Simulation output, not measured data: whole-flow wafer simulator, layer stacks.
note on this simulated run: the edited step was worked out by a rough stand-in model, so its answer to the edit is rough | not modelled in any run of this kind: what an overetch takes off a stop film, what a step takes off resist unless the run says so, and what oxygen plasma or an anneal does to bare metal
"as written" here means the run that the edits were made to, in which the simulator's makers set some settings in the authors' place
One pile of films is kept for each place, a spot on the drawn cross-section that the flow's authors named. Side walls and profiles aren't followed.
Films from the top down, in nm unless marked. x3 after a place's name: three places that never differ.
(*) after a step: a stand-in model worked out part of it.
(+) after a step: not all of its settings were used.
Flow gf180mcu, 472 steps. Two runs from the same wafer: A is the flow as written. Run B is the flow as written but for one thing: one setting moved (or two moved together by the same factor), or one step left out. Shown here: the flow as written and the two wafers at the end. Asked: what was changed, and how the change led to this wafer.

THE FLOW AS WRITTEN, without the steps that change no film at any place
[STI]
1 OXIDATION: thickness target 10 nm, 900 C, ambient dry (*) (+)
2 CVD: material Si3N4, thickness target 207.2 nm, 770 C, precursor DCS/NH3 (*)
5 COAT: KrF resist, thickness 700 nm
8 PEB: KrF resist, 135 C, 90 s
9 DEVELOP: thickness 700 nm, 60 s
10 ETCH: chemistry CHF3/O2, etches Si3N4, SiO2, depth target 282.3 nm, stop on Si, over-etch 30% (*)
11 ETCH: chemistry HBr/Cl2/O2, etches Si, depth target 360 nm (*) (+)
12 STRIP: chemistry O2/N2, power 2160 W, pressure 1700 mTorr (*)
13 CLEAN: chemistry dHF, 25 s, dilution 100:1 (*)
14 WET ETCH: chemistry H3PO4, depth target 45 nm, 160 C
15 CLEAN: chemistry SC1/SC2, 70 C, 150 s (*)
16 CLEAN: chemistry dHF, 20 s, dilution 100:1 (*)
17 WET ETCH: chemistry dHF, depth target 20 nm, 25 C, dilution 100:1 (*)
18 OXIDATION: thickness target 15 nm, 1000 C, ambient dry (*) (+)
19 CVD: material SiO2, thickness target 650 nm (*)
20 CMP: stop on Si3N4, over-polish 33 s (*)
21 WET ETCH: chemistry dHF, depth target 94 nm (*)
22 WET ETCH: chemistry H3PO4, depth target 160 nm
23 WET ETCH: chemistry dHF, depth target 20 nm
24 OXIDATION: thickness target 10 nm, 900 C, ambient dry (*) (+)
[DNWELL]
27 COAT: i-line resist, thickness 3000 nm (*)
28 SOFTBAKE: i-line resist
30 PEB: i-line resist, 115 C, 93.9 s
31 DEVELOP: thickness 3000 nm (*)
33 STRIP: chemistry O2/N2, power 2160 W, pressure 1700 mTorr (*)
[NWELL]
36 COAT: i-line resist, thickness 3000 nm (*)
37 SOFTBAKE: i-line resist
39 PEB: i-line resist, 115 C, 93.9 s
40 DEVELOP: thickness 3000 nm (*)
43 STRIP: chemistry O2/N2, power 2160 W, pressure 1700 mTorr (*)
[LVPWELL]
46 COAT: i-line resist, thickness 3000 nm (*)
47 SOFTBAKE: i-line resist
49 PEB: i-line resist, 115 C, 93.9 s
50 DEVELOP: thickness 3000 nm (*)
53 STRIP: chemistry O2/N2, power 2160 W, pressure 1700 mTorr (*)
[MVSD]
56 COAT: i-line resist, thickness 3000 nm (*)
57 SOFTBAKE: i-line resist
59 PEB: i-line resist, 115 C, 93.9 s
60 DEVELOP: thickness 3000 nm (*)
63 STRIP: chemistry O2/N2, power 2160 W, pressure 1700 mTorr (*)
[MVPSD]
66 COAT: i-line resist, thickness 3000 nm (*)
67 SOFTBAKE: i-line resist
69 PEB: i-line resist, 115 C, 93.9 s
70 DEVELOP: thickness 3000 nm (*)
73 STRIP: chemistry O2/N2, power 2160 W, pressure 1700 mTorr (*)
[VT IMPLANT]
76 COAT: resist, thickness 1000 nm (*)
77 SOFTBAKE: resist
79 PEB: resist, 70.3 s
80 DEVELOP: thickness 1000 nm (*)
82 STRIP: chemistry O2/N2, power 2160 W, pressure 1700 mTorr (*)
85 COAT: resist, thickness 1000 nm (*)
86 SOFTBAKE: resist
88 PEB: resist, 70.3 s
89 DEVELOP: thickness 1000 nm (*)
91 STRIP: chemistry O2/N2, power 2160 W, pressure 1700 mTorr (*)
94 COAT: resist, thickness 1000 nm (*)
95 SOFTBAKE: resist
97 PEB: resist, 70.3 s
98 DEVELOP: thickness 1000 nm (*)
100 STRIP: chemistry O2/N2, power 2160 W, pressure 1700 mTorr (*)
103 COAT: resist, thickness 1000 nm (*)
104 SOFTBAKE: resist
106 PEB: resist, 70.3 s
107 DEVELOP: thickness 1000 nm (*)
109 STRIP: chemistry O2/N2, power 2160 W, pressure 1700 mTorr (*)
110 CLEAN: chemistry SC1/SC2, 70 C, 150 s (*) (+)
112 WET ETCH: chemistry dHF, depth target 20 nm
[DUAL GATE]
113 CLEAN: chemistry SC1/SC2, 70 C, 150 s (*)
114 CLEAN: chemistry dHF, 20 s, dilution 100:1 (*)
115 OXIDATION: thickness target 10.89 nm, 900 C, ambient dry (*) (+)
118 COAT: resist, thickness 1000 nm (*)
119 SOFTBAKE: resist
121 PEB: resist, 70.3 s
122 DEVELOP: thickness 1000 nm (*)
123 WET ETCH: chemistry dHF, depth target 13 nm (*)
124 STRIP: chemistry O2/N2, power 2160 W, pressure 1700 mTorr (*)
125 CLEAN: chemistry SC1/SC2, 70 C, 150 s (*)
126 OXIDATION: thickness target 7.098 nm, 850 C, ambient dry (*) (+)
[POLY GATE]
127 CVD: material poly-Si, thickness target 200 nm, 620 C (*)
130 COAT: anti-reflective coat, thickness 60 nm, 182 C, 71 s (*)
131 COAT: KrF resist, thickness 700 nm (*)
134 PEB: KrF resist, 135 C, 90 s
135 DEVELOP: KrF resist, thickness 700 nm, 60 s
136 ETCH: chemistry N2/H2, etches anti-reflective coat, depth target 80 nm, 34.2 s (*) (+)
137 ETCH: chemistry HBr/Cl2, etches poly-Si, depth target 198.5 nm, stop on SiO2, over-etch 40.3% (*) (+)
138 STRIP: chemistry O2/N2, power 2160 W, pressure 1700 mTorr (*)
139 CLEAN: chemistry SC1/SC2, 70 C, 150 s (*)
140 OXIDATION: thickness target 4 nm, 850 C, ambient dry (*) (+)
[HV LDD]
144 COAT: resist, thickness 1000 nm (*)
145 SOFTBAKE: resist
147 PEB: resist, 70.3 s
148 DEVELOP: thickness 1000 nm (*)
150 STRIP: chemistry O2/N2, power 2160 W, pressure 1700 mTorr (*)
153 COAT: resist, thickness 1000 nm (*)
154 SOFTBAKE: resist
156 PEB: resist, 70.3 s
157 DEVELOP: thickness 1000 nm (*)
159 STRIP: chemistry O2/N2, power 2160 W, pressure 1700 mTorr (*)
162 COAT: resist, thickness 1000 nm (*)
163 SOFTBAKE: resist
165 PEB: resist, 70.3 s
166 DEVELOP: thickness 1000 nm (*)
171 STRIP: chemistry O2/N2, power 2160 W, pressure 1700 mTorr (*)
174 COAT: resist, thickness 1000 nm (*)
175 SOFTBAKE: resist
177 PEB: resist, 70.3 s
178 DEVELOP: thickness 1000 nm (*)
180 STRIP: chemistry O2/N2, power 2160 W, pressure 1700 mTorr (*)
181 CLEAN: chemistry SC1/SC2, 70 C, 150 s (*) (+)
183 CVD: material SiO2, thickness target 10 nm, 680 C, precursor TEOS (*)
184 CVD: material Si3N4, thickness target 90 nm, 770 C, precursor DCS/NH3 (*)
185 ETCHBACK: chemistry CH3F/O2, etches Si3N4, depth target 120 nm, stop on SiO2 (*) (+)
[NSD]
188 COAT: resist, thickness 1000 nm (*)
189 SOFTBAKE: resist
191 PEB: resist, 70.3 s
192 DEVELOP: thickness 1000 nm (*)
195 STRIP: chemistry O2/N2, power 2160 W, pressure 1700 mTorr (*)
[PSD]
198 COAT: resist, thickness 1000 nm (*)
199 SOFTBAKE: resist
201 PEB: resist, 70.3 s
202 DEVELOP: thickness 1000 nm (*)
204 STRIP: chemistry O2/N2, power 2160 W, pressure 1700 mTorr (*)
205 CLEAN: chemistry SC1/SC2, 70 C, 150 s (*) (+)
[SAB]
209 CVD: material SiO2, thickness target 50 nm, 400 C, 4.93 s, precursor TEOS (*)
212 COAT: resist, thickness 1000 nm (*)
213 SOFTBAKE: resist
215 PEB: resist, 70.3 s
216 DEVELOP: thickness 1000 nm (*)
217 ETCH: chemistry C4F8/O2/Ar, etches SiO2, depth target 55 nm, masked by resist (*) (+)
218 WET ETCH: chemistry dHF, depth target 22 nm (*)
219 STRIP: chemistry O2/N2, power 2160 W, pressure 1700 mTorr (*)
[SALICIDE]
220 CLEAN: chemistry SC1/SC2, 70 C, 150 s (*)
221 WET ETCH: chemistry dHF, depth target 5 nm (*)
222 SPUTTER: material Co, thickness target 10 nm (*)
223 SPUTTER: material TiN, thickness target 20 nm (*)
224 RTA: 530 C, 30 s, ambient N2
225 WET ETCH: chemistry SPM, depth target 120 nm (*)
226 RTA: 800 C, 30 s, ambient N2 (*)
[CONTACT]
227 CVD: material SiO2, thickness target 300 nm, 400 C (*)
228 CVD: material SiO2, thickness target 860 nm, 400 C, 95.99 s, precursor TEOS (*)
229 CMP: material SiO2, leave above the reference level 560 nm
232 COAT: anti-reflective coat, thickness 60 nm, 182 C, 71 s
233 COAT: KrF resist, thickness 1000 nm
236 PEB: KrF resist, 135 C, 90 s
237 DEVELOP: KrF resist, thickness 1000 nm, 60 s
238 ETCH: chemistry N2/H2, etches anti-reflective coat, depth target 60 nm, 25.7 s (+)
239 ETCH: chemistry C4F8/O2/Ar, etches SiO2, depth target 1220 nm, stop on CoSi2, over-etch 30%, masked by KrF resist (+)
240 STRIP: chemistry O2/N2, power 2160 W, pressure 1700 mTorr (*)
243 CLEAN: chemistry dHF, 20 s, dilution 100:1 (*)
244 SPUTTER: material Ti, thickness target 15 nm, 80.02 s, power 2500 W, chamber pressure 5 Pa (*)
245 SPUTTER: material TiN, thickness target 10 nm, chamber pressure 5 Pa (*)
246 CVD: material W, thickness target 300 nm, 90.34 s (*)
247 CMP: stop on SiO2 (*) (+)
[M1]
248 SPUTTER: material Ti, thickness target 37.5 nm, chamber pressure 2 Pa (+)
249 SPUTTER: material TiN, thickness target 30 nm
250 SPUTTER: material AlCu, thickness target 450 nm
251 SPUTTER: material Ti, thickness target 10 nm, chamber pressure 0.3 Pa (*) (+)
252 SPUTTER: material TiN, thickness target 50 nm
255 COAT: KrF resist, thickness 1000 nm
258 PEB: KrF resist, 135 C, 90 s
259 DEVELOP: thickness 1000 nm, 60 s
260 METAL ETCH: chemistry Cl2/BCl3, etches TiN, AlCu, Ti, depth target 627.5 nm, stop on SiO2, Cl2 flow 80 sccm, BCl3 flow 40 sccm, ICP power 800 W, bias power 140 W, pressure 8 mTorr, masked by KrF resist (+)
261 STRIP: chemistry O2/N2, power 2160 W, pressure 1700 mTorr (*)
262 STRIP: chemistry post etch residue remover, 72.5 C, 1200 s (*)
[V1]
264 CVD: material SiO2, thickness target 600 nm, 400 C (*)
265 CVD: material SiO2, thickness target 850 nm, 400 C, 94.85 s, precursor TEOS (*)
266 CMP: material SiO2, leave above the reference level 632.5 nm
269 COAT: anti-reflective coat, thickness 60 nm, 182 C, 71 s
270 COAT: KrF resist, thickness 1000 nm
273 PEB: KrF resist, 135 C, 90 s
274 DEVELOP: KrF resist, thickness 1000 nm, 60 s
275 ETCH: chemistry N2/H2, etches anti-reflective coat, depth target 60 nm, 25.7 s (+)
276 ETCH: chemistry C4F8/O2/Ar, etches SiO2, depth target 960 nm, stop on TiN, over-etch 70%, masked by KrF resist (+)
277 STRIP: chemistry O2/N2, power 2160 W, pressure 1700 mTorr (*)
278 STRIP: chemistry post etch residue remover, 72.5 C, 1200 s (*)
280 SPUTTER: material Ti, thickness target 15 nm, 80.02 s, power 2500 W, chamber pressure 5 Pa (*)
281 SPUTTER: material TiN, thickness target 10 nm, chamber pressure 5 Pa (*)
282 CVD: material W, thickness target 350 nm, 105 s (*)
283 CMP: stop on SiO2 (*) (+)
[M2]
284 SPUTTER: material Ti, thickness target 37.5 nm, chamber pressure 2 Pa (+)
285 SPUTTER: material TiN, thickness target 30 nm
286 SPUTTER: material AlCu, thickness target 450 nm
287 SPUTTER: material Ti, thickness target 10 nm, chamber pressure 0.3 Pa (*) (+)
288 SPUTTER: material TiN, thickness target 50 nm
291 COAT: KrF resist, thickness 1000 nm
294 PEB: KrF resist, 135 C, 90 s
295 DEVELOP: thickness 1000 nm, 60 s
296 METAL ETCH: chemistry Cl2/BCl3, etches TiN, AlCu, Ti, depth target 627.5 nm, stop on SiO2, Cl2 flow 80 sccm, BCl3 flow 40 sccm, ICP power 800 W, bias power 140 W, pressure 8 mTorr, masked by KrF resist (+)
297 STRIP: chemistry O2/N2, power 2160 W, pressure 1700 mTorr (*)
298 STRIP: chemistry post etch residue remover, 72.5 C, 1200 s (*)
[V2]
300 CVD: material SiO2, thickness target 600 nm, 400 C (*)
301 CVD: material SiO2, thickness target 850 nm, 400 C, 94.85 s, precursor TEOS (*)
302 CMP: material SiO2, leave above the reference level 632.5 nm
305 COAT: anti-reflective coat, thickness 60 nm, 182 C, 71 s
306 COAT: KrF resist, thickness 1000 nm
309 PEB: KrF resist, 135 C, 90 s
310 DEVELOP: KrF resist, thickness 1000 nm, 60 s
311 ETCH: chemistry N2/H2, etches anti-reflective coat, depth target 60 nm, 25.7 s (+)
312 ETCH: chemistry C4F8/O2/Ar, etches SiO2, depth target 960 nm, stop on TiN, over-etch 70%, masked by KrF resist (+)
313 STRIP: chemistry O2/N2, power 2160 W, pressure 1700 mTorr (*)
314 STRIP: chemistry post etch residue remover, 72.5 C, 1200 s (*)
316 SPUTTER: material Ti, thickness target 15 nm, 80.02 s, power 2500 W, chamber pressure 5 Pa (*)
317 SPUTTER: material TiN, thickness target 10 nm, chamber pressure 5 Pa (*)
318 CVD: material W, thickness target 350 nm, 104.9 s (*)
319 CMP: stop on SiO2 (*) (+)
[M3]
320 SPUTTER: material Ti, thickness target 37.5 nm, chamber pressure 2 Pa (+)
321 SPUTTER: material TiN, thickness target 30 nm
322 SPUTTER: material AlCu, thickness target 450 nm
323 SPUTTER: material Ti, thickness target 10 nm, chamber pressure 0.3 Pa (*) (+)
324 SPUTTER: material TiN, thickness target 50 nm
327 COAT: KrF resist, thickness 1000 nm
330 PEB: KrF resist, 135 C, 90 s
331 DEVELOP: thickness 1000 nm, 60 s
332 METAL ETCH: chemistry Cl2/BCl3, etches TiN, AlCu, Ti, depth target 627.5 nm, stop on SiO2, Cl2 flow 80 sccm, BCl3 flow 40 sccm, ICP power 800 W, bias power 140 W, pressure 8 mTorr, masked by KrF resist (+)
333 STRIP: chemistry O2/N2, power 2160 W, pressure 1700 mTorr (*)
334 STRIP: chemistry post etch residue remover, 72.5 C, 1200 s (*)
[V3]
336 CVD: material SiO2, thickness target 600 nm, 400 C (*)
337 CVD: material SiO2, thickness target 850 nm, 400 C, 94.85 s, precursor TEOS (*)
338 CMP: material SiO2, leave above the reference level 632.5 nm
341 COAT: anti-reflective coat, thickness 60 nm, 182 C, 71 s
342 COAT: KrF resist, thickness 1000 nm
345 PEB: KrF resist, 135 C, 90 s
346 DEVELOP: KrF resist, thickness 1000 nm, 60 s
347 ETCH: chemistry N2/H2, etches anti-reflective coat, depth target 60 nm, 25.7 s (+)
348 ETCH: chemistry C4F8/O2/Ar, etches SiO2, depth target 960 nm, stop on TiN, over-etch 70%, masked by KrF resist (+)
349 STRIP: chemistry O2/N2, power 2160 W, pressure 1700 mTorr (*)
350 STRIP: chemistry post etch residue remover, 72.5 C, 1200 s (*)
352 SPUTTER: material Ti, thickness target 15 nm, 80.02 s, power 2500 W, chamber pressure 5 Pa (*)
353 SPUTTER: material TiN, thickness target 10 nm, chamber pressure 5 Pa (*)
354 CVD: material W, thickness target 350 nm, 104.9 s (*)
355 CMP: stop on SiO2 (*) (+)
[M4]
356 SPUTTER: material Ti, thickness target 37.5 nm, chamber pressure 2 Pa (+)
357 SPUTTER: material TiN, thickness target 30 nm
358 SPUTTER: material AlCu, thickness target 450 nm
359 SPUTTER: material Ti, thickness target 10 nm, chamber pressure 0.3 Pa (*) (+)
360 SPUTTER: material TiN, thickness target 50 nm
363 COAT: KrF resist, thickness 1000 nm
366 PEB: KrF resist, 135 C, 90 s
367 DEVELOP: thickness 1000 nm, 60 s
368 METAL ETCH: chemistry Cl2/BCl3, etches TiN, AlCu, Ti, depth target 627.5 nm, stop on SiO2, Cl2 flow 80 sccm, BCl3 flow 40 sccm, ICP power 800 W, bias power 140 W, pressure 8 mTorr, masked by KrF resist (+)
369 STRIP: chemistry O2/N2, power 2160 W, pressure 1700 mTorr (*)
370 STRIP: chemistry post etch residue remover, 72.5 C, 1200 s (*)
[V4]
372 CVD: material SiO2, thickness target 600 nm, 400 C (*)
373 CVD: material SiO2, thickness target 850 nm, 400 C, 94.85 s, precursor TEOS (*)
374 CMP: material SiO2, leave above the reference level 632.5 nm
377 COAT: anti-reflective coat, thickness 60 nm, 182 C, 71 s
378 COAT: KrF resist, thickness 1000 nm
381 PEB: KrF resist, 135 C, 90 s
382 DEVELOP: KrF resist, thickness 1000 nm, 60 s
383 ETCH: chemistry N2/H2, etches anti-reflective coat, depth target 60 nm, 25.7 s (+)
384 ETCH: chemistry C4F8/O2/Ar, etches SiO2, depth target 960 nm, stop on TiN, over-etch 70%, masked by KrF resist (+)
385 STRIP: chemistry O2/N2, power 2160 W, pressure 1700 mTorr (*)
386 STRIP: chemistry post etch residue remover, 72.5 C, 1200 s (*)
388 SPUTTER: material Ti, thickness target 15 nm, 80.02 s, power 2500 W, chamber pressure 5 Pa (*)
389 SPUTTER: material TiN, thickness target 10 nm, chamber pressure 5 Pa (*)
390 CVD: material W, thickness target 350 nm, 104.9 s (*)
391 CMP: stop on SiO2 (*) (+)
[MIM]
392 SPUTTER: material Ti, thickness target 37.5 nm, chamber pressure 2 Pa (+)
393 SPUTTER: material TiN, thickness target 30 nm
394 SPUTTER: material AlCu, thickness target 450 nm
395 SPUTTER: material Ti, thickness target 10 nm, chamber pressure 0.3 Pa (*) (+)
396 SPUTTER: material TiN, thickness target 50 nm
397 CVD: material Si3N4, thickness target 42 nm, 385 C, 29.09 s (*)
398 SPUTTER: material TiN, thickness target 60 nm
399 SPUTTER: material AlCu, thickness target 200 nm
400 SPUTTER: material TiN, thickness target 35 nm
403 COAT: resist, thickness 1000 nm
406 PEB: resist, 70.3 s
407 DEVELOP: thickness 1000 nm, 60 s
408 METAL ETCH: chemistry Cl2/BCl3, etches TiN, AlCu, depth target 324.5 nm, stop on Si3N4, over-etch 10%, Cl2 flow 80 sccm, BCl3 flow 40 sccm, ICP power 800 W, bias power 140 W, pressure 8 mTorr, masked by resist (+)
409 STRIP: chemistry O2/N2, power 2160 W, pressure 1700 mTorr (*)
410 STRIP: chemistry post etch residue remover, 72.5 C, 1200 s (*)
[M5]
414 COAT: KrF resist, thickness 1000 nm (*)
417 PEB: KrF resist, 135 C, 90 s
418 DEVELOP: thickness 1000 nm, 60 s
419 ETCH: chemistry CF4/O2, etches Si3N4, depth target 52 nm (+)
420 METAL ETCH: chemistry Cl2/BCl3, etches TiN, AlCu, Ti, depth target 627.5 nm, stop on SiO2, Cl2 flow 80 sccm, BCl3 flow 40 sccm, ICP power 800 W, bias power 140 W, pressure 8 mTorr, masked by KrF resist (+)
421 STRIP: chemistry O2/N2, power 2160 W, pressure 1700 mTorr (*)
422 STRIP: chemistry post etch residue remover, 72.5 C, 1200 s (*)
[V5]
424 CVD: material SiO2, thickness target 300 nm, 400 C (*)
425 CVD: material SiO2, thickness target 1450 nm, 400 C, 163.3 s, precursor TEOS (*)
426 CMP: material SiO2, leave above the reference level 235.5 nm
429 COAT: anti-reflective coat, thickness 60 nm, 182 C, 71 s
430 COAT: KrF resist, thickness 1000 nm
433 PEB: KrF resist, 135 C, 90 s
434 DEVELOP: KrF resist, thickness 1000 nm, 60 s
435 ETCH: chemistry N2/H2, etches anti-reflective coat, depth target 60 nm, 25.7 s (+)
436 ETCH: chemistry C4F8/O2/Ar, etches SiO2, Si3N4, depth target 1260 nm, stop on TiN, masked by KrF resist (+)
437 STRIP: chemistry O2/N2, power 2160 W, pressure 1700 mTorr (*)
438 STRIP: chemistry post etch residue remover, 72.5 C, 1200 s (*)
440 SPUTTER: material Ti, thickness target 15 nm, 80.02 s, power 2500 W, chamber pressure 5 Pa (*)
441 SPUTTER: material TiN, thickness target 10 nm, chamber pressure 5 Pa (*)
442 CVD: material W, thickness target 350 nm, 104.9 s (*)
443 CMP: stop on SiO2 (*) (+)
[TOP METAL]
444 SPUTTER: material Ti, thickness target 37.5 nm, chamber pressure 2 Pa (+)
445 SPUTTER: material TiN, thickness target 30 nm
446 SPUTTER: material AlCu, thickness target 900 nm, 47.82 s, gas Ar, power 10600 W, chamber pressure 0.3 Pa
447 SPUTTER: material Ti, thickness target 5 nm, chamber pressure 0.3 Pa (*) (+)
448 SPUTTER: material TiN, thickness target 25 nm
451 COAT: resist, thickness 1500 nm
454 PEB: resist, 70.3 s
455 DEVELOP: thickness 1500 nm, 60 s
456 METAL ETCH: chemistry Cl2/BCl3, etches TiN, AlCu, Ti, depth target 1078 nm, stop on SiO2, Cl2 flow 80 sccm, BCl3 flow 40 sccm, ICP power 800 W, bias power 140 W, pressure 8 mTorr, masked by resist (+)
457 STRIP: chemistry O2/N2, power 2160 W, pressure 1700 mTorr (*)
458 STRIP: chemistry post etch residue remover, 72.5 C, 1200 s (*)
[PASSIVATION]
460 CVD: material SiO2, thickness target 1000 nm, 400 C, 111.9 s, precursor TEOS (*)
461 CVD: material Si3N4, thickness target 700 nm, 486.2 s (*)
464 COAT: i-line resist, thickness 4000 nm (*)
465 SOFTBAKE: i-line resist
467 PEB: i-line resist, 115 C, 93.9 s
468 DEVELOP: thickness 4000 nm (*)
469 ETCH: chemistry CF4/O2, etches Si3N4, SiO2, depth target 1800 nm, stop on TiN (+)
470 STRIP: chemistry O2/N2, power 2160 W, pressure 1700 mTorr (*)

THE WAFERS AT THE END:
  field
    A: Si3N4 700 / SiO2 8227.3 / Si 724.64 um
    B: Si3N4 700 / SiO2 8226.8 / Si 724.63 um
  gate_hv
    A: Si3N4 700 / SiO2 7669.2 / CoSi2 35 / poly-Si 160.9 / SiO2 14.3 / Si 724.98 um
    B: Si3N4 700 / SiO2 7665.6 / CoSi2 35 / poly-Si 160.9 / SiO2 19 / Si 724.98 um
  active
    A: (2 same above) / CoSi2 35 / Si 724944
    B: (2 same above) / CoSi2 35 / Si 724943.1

The cause: step 115, OXIDATION: thickness target 16.06 nm was run, where the flow has thickness target 10.89 nm.

How the change led to this, step by step:
  115 OXIDATION: thickness target 10.89 nm, 900 C, ambient dry (*) (+)
      active, n_well, p_well and 40 more: A SiO2 +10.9 (new film), Si -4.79 | B SiO2 +16.1 (new film), Si -7.07
      sti, mim_1p0, pad and 19 more: A SiO2 +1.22, Si -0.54 | B SiO2 +2.26, Si -0.99
      (and at 27 more places)
  123 WET ETCH: chemistry dHF, depth target 13 nm (*)
      active, n_well, p_well and 12 more: A SiO2 -10.9 (all of it) | B SiO2 -13
  124 STRIP: chemistry O2/N2, power 2160 W, pressure 1700 mTorr (*)
      active, n_well, p_well and 12 more: A chemical SiO2 +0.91 (new film), Si -0.4 | B nothing
  126 OXIDATION: thickness target 7.098 nm, 850 C, ambient dry (*) (+)
      active, n_well, p_well and 12 more: A SiO2 +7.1 (new film), chemical SiO2 -0.76 (all of it), Si -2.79 | B SiO2 +4.65, Si -2.05
  130 COAT: anti-reflective coat, thickness 60 nm, 182 C, 71 s (*)
      p_well, spacer, sd_n: A anti-reflective coat +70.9 (new film) | B anti-reflective coat +72.6 (new film)
      field__w6: A anti-reflective coat +55.2 (new film) | B anti-reflective coat +56.4 (new film)
      (and at 7 more places)
  136 ETCH: chemistry N2/H2, etches anti-reflective coat, depth target 80 nm, 34.2 s (*) (+)
      p_well, spacer, sd_n: A anti-reflective coat -70.9 (all of it), poly-Si -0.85 | B anti-reflective coat -72.6 (all of it), poly-Si -0.8
      field__w6: A anti-reflective coat -55.2 (all of it), poly-Si -1.25 | B anti-reflective coat -56.4 (all of it), poly-Si -1.22
      (and at 4 more places)
  138 STRIP: chemistry O2/N2, power 2160 W, pressure 1700 mTorr (*)
      ld_fp_p: A chemical SiO2 +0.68 (new film), KrF resist -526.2 (all of it), anti-reflective coat -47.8 (all of it), poly-Si -0.3 | B chemical SiO2 +0.68 (new film), KrF resist -525.9 (all of it), anti-reflective coat -49 (all of it), poly-Si -0.3
      ldn_fp: A chemical SiO2 +0.68 (new film), KrF resist -530.2 (all of it), anti-reflective coat -48.5 (all of it), poly-Si -0.3 | B chemical SiO2 +0.68 (new film), KrF resist -530 (all of it), anti-reflective coat -49.7 (all of it), poly-Si -0.3
      (and at 1 more place)
  189 SOFTBAKE: resist
      field__w9: A resist +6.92 | B resist -3.07
      active_nat: A resist +5.49 | B resist +9.32
  199 SOFTBAKE: resist
      field__w9: A resist +6.92 | B resist -3.07
      active_nat: A resist +5.49 | B resist +9.32
  218 WET ETCH: chemistry dHF, depth target 22 nm (*)
      ldn_tap, ldn_src, ldn_drn, ldp_tap, ldp_src, ldp_drn, ldp_gr: A SiO2 -16 (all of it) | B SiO2 -20.6 (all of it)
      ld_drn_n, ld_sd_p: A SiO2 -14.8 (all of it) | B SiO2 -19.4 (all of it)
      (and at 5 more places)
